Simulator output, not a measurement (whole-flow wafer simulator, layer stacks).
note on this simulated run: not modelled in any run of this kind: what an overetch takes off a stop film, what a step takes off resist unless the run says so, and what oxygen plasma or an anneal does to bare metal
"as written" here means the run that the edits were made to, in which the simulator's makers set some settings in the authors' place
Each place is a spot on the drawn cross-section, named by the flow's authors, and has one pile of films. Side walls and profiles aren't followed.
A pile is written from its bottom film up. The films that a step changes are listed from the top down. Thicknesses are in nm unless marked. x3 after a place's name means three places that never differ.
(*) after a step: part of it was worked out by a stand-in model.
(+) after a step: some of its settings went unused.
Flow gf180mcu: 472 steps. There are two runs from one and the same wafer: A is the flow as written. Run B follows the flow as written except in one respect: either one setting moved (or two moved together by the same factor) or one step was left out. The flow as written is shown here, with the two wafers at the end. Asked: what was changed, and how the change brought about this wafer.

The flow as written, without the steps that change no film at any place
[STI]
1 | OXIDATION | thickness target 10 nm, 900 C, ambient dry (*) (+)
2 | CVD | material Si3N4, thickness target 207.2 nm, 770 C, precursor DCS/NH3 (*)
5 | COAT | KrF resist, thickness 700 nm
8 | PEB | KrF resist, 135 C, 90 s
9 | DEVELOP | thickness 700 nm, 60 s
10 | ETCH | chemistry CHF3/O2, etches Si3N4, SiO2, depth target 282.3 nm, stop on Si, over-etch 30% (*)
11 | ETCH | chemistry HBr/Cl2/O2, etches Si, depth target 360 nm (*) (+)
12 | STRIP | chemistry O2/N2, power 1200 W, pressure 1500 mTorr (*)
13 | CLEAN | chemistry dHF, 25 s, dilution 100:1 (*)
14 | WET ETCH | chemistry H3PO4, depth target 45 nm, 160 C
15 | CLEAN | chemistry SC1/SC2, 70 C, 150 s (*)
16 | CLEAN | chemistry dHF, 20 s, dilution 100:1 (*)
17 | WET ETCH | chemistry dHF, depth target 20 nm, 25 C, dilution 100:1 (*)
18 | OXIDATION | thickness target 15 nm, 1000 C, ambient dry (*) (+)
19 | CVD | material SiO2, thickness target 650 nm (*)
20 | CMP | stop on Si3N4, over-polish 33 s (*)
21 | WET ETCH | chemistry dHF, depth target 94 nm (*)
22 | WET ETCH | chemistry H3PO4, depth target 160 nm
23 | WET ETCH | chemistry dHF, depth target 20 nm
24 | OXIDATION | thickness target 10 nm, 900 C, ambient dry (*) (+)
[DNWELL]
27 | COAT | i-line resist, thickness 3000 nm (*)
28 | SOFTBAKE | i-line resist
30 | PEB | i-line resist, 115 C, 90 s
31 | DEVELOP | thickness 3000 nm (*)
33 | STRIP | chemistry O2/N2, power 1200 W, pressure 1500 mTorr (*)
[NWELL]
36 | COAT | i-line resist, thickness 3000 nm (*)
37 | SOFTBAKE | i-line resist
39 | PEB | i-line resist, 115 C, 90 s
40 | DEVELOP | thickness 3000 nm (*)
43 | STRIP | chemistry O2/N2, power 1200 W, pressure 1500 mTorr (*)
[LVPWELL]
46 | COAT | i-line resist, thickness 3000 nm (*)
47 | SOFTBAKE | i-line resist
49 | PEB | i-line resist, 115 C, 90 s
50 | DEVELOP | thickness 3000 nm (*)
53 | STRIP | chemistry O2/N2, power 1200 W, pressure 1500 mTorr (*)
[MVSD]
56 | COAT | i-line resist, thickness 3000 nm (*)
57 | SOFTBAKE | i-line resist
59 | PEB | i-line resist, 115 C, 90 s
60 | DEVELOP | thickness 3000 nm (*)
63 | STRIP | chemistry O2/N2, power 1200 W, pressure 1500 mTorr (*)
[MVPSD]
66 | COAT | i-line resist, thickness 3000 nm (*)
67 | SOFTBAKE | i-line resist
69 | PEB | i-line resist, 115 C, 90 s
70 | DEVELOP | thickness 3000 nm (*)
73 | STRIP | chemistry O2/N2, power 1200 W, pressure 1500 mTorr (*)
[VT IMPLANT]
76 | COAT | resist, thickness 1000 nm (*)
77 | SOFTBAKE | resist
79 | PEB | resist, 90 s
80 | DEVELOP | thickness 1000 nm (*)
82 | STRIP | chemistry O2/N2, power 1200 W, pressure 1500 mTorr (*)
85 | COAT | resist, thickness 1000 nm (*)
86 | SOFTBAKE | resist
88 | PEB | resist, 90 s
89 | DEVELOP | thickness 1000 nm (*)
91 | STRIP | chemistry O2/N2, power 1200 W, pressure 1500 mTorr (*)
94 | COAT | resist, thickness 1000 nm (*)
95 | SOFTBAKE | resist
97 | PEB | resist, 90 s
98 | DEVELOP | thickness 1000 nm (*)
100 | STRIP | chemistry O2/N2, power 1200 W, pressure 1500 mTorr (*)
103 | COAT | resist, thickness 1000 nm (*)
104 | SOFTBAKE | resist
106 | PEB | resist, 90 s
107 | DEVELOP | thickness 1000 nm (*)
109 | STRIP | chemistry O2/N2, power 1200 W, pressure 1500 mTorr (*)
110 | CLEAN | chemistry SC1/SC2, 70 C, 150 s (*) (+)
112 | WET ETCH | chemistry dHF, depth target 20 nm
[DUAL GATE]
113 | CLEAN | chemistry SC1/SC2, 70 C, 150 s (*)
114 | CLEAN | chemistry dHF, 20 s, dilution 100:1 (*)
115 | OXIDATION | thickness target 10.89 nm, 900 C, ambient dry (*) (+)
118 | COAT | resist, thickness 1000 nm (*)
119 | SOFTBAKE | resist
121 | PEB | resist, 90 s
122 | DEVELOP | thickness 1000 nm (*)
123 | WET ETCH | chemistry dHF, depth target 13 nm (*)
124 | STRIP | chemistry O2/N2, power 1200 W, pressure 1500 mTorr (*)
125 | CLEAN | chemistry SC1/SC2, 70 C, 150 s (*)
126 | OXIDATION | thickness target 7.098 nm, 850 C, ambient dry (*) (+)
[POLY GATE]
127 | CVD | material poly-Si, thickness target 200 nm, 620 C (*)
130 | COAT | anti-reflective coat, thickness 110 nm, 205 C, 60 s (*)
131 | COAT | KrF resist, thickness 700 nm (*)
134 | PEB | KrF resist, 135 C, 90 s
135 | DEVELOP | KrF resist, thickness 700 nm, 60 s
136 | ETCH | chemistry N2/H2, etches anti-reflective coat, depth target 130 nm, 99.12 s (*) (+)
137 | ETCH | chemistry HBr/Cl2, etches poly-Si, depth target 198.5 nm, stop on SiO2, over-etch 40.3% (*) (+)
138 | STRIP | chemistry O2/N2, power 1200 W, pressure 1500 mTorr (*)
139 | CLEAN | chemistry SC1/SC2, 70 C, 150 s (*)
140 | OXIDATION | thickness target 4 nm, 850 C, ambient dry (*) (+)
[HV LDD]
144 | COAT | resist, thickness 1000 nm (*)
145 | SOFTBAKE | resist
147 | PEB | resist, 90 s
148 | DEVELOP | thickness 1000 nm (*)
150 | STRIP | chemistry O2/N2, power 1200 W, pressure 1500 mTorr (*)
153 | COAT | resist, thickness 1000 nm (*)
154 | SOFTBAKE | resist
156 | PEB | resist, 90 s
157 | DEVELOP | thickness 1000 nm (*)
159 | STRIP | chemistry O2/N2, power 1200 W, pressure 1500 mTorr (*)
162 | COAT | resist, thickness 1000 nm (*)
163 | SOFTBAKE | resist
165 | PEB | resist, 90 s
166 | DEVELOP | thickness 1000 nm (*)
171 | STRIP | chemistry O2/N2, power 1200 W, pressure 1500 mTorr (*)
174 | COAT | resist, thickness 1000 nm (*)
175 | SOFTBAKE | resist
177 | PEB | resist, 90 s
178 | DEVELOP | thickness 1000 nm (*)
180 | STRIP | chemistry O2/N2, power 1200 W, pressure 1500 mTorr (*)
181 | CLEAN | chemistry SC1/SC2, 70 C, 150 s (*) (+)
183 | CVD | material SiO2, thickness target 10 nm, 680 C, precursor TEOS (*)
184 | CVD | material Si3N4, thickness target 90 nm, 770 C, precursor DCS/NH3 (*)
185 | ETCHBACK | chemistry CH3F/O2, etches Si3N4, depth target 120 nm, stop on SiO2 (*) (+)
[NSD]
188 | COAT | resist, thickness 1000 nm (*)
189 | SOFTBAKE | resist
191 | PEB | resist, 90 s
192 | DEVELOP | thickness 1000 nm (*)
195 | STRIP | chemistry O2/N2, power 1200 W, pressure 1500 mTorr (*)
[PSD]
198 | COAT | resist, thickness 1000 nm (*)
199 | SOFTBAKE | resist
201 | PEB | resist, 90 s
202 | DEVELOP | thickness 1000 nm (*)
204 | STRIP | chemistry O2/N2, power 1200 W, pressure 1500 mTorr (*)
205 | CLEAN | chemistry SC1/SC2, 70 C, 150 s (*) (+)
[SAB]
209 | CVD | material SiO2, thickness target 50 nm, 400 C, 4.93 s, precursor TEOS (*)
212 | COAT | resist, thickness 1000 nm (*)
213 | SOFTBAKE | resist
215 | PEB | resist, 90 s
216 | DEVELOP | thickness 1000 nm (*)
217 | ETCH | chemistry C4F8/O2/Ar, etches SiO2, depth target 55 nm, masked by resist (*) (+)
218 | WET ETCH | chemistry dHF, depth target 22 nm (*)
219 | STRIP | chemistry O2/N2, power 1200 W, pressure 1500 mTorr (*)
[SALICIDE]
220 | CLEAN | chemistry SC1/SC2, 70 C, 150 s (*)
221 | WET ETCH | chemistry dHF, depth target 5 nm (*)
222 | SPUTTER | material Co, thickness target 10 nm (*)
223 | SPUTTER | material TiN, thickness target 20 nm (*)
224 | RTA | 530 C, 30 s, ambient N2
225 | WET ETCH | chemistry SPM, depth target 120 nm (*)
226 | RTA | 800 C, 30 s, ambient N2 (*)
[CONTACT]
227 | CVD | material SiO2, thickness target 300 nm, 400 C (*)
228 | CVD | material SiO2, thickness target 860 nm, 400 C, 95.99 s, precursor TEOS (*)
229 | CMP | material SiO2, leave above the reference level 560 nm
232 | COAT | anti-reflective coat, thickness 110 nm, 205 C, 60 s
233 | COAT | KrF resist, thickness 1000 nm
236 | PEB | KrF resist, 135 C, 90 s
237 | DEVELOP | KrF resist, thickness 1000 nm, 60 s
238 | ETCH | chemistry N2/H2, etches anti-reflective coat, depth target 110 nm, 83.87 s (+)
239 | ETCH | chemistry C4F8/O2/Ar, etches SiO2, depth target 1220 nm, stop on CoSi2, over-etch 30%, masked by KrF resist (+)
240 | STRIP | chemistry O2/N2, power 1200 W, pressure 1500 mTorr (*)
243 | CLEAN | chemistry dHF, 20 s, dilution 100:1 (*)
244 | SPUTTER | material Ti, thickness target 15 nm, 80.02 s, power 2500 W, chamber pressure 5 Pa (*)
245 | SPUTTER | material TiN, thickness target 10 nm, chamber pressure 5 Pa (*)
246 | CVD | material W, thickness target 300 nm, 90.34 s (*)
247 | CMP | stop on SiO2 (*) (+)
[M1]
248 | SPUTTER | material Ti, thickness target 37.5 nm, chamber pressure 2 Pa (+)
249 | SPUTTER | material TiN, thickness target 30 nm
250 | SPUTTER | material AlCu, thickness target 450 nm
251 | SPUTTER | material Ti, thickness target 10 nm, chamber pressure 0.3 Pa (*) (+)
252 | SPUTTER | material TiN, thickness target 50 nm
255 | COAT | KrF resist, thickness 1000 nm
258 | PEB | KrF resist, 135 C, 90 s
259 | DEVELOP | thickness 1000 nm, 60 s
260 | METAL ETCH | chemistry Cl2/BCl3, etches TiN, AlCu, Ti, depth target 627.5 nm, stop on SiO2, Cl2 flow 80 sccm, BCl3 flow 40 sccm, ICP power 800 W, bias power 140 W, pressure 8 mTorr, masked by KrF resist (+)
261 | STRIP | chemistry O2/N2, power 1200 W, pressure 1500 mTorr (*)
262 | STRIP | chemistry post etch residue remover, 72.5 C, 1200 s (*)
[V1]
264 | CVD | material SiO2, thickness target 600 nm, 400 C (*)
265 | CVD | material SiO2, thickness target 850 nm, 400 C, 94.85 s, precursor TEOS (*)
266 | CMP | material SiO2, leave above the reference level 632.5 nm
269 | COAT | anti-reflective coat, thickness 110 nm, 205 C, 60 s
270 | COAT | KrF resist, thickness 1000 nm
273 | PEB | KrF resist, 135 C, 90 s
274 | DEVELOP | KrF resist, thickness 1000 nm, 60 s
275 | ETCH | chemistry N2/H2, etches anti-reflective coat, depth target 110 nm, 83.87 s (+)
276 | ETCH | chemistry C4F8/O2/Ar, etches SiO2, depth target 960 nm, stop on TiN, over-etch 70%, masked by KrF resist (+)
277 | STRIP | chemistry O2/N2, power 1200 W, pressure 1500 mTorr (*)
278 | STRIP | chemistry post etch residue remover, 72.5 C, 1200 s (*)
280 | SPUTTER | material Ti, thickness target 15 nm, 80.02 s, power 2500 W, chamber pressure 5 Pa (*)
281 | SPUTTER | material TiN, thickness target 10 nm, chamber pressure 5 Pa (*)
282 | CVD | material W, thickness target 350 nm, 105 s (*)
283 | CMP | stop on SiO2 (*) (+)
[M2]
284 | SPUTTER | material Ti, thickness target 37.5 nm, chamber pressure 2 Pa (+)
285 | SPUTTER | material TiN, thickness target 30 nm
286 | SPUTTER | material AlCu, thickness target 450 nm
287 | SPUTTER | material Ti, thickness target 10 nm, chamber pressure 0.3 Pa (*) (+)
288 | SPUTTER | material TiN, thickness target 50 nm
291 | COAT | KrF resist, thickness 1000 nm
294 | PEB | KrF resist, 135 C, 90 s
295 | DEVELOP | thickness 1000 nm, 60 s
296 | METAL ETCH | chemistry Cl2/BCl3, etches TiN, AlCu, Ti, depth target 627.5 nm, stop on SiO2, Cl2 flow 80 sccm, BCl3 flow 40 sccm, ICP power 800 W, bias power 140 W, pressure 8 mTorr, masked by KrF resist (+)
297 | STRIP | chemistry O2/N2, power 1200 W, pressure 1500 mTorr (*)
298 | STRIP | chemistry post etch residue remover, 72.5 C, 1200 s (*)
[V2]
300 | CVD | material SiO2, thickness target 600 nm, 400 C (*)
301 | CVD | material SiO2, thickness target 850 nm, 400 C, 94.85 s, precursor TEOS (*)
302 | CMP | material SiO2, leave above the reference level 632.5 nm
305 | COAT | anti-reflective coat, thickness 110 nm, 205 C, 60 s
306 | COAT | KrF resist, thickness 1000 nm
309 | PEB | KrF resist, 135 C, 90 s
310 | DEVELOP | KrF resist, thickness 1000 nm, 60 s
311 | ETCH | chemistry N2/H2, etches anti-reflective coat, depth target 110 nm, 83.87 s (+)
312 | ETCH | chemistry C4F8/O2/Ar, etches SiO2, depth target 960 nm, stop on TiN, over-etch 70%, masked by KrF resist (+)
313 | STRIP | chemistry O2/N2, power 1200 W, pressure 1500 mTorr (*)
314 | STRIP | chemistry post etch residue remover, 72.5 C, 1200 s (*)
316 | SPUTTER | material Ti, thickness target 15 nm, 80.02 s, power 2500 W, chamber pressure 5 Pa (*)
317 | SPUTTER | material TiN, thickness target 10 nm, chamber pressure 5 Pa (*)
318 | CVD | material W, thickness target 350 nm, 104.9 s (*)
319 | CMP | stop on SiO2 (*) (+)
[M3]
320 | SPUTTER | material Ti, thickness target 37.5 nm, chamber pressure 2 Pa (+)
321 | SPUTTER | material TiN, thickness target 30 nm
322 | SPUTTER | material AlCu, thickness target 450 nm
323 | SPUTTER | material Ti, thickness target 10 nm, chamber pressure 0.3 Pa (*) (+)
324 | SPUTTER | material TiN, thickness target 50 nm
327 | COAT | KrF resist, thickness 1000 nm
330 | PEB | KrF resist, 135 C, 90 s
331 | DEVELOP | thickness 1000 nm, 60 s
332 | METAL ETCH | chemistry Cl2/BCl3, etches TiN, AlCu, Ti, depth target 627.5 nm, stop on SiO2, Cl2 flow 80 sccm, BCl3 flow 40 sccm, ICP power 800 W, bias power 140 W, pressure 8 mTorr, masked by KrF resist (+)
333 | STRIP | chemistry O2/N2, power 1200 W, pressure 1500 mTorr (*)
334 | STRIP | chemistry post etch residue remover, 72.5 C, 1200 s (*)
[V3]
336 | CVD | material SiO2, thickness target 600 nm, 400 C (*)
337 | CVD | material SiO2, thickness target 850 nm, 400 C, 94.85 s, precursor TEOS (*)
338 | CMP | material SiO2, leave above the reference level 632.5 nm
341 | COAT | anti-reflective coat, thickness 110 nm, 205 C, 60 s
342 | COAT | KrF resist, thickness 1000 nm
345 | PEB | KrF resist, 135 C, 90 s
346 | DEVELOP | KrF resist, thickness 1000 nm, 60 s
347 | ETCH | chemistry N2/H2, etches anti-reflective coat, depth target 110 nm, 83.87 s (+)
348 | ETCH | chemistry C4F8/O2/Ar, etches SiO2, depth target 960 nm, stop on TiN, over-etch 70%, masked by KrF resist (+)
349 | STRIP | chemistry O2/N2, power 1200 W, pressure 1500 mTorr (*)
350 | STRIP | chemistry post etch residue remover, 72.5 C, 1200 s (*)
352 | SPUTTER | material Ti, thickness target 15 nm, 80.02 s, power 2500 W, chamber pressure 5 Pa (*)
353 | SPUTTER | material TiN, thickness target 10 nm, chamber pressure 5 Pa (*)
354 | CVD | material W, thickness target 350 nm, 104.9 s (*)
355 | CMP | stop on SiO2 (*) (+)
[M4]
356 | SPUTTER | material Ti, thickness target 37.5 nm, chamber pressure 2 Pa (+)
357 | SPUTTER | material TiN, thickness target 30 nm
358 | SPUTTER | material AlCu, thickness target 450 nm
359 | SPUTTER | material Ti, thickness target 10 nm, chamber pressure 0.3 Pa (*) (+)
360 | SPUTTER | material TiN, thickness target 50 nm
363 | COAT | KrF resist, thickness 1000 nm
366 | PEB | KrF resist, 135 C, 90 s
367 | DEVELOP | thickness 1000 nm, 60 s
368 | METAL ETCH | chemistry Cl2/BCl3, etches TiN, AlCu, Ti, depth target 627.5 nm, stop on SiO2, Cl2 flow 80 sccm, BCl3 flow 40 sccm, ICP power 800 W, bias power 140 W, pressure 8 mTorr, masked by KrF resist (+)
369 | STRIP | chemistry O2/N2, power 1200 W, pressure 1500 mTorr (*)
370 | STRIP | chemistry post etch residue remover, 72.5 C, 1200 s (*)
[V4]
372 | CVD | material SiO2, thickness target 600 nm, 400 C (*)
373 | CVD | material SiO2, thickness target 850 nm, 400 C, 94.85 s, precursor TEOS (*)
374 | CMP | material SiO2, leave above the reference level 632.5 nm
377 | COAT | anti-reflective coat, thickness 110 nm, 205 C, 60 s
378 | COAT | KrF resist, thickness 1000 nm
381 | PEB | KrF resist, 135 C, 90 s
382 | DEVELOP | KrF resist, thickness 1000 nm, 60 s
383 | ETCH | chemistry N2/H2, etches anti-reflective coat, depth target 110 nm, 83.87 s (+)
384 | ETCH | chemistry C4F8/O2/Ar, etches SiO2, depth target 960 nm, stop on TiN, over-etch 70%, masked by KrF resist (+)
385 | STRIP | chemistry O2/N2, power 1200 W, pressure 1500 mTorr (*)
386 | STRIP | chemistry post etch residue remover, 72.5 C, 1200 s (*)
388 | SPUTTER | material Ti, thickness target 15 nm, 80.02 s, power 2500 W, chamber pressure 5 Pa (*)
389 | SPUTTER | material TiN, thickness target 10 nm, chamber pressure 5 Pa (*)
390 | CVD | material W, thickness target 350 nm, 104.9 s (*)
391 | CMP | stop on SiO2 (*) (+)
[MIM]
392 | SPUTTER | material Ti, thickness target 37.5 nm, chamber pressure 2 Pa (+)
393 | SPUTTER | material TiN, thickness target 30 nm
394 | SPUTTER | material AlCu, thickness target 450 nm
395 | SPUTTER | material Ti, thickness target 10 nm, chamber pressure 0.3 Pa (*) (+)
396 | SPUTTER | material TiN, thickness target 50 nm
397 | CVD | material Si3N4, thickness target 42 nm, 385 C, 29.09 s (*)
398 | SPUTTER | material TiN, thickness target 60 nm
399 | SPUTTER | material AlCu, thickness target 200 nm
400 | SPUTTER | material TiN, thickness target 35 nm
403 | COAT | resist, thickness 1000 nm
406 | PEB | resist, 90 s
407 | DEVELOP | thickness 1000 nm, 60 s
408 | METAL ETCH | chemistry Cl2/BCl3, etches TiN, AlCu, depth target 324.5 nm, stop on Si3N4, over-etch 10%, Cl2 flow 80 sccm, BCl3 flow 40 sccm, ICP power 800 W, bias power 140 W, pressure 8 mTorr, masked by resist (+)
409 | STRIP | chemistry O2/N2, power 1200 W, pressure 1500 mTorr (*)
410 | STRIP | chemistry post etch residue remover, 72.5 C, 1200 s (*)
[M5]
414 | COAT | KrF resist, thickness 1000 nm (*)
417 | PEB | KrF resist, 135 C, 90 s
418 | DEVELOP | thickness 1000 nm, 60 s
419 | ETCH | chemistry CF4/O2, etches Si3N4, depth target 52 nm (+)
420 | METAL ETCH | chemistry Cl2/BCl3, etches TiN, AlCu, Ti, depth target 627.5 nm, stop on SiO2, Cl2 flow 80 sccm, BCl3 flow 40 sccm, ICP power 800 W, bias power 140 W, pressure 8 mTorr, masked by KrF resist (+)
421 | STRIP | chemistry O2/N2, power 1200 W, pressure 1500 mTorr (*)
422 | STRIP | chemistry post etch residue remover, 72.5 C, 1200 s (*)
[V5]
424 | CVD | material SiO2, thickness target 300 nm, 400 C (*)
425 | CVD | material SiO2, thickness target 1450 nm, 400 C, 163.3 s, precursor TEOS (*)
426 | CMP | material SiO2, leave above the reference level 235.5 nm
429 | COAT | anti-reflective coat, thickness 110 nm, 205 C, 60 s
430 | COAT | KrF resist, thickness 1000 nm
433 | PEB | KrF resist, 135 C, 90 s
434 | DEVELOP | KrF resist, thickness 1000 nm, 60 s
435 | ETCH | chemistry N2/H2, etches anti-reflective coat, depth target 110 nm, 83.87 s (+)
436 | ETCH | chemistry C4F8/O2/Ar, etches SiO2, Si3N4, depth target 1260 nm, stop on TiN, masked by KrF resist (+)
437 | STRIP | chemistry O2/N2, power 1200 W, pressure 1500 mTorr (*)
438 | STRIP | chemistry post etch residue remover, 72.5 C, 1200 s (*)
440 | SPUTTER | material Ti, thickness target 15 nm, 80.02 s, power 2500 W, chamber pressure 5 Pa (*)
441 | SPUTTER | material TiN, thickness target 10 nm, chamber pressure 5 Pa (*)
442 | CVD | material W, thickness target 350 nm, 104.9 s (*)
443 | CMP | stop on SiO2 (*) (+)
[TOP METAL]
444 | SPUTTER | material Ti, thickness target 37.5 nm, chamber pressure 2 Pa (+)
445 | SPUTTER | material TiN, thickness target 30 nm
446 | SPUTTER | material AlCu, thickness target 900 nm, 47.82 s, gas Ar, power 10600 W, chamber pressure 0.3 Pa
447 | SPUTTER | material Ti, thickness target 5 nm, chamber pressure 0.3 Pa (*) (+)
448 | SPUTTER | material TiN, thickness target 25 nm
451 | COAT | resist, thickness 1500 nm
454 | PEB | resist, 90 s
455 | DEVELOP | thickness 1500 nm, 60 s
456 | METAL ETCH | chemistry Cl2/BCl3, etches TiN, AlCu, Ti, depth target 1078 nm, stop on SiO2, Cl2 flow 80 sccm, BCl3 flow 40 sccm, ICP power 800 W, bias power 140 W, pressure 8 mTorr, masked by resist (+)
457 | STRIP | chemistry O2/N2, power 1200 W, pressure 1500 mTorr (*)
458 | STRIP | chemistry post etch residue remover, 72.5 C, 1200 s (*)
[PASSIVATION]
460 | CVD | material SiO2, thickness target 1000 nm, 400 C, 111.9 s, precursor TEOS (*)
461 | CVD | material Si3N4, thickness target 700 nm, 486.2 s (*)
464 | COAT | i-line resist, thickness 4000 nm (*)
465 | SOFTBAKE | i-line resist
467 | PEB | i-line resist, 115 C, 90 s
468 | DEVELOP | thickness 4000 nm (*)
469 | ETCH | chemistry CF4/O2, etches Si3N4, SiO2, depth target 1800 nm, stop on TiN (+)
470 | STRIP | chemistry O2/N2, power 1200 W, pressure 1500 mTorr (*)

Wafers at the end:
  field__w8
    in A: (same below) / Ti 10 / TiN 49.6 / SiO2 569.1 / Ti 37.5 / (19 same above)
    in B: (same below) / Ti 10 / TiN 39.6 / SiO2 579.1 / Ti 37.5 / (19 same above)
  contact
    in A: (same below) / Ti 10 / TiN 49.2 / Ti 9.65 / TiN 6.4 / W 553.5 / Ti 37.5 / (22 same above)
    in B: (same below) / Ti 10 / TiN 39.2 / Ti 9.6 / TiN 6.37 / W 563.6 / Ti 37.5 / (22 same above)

What caused this: step 324, SPUTTER: thickness target 40 nm was run, whereas the flow has thickness target 50 nm.

The path from the change to this, step by step:
  324 | SPUTTER | material TiN, thickness target 50 nm
      field, field__w1, field__w2 and 108 more: A TiN gains 50 (new film) | B TiN gains 40 (new film)
  332 | METAL ETCH | chemistry Cl2/BCl3, etches TiN, AlCu, Ti, depth target 627.5 nm, stop on SiO2, Cl2 flow 80 sccm, BCl3 flow 40 sccm, ICP power 800 W, bias power 140 W, pressure 8 mTorr, masked by KrF resist (+)
      field, field__w1, field__w2 and 103 more: A TiN loses 50 (all of it), Ti loses 10 (all of it), AlCu loses 450 (all of it), TiN loses 30 (all of it), Ti loses 37.5 (all of it) | B TiN loses 40 (all of it), Ti loses 10 (all of it), AlCu loses 450 (all of it), TiN loses 30 (all of it), Ti loses 37.5 (all of it)
